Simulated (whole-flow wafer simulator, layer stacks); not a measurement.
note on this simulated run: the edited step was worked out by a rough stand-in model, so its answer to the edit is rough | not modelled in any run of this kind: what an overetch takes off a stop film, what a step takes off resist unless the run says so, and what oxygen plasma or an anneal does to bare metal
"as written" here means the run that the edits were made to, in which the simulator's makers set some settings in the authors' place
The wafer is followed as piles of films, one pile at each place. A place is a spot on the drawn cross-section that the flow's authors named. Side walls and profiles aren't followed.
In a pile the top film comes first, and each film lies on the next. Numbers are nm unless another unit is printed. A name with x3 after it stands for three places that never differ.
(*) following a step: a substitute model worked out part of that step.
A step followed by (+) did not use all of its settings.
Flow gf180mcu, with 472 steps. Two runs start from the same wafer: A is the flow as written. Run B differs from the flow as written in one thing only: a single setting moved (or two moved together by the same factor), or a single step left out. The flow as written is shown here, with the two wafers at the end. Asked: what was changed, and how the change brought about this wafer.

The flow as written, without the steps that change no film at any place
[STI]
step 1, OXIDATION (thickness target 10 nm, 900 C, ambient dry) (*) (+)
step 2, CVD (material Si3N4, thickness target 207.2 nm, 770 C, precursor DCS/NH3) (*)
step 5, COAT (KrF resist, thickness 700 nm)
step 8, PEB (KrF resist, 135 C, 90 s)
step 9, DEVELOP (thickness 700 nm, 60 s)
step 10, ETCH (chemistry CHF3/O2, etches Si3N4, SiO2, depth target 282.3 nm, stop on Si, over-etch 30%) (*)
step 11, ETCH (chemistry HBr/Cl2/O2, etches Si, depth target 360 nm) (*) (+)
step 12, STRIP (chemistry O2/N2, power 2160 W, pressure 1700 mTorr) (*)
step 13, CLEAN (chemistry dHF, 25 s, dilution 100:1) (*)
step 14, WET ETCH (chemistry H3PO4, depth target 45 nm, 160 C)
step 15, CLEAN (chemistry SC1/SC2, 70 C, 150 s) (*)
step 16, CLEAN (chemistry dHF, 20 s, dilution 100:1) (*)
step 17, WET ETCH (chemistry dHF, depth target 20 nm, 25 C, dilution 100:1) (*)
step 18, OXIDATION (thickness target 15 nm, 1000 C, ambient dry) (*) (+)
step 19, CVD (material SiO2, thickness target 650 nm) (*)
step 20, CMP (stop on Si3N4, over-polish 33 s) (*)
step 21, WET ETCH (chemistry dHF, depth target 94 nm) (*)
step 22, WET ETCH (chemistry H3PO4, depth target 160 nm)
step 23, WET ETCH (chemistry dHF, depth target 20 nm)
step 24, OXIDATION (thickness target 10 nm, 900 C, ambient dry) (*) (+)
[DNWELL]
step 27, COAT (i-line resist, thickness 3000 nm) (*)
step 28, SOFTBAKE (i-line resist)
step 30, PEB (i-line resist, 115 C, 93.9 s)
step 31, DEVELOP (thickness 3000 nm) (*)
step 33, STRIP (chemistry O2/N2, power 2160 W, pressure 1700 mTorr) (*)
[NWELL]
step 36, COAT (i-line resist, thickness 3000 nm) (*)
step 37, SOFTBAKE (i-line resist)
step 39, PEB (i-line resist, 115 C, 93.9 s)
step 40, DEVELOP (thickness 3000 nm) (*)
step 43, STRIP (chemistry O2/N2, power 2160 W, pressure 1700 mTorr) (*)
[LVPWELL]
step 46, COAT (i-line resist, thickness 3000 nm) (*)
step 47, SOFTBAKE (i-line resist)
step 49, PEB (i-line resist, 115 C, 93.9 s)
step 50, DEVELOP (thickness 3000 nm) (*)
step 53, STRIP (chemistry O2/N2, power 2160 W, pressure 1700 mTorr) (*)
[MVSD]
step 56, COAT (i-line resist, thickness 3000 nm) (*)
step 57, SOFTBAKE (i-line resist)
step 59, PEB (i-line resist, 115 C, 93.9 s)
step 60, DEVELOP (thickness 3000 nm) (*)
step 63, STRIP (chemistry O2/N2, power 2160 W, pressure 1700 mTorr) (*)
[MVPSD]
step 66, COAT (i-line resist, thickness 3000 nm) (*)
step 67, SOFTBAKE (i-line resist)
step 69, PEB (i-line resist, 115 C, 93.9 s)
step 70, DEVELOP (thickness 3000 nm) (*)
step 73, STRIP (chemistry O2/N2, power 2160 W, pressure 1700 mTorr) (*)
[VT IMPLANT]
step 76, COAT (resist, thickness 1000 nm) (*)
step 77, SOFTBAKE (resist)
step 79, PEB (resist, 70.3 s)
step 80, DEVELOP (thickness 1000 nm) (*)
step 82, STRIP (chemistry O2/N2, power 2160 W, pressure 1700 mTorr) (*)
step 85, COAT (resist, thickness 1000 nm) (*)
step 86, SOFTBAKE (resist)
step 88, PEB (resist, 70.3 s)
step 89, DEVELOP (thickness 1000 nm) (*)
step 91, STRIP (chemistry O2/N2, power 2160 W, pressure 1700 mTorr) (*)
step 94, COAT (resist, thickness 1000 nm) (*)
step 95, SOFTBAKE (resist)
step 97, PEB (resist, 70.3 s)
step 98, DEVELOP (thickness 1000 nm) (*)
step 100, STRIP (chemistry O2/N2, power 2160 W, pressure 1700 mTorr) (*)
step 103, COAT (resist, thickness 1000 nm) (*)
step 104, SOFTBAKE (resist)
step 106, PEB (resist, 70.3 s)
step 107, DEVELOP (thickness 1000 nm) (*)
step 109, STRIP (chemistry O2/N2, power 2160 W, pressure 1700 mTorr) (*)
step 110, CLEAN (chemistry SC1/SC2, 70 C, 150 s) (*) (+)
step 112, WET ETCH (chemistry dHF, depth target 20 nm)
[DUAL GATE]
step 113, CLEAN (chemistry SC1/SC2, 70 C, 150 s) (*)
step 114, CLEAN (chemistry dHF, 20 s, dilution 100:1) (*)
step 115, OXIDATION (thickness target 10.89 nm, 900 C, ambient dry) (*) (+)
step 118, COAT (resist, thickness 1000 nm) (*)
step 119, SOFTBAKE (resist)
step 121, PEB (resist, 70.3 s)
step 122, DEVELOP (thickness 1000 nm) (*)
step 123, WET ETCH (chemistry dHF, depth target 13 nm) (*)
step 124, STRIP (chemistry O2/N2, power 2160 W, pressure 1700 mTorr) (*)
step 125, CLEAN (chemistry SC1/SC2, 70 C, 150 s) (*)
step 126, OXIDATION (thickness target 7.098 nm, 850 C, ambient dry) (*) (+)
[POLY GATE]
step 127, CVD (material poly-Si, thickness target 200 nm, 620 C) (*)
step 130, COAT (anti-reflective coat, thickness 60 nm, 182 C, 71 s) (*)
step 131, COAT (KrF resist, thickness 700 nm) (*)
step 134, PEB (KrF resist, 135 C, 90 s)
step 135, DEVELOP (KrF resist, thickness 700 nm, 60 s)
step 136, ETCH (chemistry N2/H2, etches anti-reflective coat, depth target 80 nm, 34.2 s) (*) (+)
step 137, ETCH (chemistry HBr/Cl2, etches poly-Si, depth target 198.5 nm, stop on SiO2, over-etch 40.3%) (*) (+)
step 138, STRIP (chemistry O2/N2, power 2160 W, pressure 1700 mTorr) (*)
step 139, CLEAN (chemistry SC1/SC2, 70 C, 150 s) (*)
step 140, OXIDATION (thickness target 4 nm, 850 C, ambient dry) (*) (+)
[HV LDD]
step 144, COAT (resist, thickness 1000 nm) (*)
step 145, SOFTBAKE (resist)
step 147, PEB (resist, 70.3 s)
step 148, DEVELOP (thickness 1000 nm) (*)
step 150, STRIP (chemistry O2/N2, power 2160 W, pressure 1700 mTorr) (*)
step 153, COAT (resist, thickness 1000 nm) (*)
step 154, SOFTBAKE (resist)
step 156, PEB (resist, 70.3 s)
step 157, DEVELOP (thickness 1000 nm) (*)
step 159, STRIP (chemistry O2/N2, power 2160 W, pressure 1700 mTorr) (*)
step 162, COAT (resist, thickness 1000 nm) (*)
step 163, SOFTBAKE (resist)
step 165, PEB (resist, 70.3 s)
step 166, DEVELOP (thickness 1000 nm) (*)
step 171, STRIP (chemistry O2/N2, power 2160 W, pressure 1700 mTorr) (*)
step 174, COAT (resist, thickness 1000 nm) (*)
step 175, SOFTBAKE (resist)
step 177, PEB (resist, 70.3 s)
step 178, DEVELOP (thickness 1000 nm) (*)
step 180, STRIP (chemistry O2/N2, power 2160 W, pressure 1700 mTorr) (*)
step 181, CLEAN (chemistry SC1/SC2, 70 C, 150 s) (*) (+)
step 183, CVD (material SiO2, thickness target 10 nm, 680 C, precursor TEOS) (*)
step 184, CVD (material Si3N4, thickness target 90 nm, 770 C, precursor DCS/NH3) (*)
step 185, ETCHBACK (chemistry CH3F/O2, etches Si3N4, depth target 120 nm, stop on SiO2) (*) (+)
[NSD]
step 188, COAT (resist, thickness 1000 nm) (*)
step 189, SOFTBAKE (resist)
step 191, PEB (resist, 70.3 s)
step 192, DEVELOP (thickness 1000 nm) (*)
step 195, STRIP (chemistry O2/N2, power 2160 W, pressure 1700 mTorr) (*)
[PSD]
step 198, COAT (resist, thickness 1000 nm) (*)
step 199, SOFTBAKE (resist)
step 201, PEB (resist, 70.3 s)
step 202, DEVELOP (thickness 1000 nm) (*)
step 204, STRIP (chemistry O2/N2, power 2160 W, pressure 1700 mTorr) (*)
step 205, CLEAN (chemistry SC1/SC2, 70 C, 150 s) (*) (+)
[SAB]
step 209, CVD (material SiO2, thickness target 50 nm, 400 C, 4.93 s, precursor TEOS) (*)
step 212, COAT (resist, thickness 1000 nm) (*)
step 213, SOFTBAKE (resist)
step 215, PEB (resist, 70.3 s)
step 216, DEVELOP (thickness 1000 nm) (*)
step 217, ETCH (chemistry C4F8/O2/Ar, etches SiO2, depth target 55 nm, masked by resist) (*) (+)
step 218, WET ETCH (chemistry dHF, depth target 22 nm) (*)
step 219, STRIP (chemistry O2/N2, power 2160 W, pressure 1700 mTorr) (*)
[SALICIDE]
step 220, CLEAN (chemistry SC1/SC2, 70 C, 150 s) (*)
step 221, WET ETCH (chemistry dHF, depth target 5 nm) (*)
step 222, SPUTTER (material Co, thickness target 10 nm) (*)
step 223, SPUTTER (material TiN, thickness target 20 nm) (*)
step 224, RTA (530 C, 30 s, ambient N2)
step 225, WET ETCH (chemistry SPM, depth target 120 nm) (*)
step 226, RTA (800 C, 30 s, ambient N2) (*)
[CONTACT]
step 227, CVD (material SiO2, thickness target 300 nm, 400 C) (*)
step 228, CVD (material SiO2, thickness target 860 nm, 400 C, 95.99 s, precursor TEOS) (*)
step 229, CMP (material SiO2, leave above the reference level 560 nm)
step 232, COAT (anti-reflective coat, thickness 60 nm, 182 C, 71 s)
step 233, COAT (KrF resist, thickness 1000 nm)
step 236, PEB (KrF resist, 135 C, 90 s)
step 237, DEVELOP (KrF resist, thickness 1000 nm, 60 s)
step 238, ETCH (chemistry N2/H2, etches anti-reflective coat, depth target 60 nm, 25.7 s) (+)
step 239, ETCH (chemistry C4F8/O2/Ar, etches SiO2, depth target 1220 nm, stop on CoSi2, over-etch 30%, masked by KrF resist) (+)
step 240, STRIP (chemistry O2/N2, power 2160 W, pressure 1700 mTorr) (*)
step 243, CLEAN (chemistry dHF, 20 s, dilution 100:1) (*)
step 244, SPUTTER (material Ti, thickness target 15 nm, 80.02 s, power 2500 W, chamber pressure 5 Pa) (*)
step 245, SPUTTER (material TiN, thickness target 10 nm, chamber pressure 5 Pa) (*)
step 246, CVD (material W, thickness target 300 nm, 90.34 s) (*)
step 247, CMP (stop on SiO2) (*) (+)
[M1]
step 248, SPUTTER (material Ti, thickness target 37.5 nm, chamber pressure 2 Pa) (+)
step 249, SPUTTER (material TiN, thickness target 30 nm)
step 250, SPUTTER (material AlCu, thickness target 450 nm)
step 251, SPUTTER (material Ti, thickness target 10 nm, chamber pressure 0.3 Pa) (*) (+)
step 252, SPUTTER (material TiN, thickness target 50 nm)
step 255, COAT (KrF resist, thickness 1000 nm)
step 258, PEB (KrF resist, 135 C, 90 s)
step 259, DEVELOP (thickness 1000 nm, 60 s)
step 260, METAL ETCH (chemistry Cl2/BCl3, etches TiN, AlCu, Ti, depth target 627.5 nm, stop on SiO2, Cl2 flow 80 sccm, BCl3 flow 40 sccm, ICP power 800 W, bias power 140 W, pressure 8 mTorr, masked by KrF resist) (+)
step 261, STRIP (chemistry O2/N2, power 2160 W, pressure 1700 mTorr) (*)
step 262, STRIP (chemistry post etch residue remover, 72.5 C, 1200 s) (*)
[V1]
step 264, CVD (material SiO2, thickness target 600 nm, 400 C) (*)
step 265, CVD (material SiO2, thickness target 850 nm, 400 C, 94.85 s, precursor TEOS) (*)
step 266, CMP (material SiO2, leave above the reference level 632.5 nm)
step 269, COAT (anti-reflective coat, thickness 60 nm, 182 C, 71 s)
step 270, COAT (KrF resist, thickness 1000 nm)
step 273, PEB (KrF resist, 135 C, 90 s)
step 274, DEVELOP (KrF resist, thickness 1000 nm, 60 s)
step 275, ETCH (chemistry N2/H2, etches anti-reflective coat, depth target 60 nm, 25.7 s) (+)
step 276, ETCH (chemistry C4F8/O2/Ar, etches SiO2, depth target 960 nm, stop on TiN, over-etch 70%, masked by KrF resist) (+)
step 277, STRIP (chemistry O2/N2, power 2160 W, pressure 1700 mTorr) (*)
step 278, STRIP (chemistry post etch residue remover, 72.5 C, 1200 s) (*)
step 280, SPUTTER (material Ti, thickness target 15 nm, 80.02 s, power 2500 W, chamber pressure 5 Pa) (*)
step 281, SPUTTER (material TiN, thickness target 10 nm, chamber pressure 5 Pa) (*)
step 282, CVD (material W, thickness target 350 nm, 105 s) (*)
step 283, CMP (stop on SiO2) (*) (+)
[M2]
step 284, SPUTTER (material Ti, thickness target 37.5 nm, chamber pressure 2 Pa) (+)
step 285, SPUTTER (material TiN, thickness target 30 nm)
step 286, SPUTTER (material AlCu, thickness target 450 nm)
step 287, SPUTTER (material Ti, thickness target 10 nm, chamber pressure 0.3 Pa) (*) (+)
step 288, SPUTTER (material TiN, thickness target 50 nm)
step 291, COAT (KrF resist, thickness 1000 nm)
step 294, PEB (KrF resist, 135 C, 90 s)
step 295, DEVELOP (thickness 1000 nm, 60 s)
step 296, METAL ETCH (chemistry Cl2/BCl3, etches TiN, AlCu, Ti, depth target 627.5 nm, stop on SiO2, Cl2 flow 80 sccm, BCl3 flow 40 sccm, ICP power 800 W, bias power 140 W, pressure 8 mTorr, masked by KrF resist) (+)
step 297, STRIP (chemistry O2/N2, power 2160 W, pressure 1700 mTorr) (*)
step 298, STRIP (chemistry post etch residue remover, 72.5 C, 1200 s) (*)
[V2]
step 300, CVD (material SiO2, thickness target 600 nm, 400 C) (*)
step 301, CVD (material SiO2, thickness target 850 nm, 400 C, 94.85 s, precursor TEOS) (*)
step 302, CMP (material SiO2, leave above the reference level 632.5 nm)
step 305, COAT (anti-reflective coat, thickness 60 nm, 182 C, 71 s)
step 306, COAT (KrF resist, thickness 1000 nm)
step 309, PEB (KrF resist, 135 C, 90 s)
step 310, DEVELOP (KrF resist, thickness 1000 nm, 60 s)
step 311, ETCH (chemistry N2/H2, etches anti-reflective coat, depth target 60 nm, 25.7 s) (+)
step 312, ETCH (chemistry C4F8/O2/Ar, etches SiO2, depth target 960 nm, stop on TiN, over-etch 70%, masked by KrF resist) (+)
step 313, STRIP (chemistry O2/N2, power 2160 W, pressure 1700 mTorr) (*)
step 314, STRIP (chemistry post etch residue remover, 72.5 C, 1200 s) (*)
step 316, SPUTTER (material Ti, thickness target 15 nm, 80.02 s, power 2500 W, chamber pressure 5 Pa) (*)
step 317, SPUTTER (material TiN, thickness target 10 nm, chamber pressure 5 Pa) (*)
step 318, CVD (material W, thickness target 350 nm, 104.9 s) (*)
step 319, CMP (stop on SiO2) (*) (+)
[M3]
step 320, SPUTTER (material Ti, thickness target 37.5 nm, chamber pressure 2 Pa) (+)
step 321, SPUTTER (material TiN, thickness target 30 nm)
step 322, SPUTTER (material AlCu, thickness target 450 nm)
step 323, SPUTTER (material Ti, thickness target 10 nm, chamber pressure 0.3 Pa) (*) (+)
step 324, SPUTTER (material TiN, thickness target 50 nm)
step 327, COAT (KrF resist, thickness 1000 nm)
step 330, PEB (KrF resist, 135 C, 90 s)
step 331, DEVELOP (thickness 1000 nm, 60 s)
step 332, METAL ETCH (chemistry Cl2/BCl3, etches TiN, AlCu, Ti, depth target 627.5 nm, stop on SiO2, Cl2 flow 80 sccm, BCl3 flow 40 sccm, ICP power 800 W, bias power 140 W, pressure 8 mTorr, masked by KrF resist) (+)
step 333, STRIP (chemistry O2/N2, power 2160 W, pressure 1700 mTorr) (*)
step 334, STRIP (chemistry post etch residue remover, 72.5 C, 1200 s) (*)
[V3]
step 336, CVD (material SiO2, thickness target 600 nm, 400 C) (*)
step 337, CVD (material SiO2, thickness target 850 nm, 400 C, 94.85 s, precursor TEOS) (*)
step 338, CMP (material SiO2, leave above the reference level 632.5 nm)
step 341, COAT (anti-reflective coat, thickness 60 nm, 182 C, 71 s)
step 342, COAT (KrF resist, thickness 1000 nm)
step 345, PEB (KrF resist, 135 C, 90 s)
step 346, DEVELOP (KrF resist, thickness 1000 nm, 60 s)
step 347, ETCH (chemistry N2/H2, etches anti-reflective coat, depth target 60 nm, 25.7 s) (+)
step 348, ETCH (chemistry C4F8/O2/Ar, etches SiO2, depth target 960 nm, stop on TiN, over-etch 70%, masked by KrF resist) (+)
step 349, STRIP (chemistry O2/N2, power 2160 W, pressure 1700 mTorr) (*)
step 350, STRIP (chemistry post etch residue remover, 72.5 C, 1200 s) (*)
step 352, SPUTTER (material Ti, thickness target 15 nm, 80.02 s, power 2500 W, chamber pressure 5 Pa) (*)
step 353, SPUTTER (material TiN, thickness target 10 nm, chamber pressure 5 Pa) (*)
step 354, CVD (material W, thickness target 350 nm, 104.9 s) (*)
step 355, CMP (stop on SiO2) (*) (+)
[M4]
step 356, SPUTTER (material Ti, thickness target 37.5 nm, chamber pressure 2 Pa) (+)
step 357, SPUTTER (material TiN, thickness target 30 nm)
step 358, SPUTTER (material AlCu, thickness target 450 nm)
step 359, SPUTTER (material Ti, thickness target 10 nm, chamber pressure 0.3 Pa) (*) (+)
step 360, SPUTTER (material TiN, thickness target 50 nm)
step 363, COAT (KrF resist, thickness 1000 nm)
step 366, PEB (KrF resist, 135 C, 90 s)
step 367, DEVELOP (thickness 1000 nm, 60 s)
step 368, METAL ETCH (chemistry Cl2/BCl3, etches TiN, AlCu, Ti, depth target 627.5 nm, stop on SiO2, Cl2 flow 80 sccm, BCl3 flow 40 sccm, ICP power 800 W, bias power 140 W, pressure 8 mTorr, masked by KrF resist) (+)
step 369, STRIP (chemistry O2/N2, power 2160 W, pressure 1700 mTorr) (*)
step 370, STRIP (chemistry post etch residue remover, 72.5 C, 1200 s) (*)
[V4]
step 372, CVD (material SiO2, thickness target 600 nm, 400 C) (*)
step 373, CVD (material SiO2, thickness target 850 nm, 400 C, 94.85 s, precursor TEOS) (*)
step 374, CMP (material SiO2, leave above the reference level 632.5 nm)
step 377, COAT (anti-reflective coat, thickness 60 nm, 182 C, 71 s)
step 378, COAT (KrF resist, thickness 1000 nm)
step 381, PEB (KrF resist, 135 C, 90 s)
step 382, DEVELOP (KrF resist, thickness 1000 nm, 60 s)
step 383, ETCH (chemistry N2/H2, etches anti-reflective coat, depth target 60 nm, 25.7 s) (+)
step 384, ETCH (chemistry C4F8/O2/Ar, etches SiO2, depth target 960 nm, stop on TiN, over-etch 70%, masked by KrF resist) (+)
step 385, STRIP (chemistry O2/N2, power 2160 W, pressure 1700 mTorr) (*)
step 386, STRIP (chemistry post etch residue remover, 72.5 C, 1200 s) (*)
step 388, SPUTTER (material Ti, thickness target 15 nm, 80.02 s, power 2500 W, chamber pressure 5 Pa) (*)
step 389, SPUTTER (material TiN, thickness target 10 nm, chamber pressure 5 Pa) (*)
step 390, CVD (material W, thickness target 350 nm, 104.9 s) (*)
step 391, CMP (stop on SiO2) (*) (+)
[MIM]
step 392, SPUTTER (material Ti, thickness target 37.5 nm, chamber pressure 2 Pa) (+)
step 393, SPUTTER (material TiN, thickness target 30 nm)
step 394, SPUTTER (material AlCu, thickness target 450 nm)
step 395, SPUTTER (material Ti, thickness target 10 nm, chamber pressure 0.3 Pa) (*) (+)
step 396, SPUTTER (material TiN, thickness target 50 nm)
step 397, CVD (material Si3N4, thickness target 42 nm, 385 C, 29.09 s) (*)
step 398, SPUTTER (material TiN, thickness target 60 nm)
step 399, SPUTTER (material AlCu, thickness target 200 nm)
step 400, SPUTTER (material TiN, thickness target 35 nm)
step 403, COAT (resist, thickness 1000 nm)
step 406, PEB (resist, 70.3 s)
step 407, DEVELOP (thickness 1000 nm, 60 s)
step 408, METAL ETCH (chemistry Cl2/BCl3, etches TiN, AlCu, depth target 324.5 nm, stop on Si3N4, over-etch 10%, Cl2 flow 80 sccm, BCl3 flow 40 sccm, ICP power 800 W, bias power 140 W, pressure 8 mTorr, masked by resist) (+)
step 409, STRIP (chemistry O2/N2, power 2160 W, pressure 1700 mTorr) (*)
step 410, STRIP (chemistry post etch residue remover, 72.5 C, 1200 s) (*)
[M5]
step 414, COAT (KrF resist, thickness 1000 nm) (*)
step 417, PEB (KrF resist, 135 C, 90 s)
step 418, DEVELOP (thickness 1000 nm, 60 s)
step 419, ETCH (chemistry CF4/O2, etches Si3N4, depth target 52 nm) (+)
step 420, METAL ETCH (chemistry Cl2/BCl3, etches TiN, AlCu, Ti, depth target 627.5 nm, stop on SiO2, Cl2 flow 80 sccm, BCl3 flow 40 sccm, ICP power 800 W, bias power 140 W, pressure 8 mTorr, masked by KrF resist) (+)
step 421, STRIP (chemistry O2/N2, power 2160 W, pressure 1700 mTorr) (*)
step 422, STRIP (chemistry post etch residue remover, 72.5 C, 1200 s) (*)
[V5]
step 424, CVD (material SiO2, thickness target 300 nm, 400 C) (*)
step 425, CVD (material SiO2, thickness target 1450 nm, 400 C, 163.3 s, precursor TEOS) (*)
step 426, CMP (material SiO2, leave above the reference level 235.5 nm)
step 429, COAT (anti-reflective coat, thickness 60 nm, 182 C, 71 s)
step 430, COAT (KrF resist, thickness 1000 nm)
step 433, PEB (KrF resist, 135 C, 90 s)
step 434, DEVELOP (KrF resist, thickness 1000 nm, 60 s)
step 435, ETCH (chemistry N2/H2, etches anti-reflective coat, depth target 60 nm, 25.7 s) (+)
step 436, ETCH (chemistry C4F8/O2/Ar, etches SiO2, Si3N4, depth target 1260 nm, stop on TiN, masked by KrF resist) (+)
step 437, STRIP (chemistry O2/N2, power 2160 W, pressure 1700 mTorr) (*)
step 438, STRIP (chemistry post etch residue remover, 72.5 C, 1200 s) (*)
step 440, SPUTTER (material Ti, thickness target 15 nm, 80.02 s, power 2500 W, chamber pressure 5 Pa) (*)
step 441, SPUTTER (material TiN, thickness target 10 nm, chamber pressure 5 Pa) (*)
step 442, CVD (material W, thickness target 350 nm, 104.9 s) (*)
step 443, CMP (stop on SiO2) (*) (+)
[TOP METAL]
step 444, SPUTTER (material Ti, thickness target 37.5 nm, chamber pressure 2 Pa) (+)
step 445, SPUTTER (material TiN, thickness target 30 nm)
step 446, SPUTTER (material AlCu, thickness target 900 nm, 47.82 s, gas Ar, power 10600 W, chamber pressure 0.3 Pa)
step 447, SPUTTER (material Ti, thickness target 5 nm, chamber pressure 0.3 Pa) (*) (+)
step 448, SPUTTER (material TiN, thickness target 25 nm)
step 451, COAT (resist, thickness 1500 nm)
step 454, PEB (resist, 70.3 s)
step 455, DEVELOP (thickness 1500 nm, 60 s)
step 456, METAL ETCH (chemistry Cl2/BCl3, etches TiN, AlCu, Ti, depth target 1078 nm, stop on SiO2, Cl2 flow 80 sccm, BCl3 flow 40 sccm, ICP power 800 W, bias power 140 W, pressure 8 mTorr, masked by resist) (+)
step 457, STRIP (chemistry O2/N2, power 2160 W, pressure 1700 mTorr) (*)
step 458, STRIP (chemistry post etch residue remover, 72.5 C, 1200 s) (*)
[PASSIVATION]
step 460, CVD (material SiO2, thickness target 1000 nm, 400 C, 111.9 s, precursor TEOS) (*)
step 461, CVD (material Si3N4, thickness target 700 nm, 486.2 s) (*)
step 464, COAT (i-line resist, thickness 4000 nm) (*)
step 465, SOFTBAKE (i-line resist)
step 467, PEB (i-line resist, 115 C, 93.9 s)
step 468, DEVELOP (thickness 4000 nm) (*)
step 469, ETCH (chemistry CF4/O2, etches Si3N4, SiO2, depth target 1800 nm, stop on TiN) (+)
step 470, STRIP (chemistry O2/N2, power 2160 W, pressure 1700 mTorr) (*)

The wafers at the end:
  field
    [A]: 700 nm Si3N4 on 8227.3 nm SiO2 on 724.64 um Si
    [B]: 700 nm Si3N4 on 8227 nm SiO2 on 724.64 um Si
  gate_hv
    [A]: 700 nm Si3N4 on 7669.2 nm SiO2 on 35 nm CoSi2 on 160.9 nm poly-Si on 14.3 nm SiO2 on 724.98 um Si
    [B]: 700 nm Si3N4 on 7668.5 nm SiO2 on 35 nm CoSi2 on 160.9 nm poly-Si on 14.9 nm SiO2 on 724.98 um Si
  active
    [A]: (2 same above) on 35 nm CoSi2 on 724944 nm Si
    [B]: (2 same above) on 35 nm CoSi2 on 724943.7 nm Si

What caused this: step 126, OXIDATION: thickness target 7.879 nm was run, though the flow has thickness target 7.098 nm.

The path from the change to this, step by step:
  step 126, OXIDATION (thickness target 7.098 nm, 850 C, ambient dry) (*) (+)
      gate_hv, active_hv, active_nat and 25 more: A SiO2 gains 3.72, Si loses 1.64 | B SiO2 gains 4.39, Si loses 1.93
      active, n_well, p_well and 12 more: A SiO2 gains 7.1 (new film), chemical SiO2 loses 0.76 (all of it), Si loses 2.79 | B SiO2 gains 7.88 (new film), chemical SiO2 loses 0.76 (all of it), Si loses 3.13
  step 189, SOFTBAKE (resist)
      nw_enc_fld_lv__w3: A resist gains 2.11 | B resist loses 1.57
  step 199, SOFTBAKE (resist)
      nw_enc_fld_lv__w3: A resist gains 2.11 | B resist loses 1.57
  step 218, WET ETCH (chemistry dHF, depth target 22 nm) (*)
      active, p_well, sd_n, iso_ptap_pw, iso_ntap_nw, iso_ptap_sub, vpnp_e: A SiO2 loses 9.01 (all of it) | B SiO2 loses 9.74 (all of it)
      ldn_tap, ldn_src, ldn_drn, ldp_tap, ldp_src, ldp_drn, ldp_gr: A SiO2 loses 16 (all of it) | B SiO2 loses 16.6 (all of it)
      (also at 9 further places)
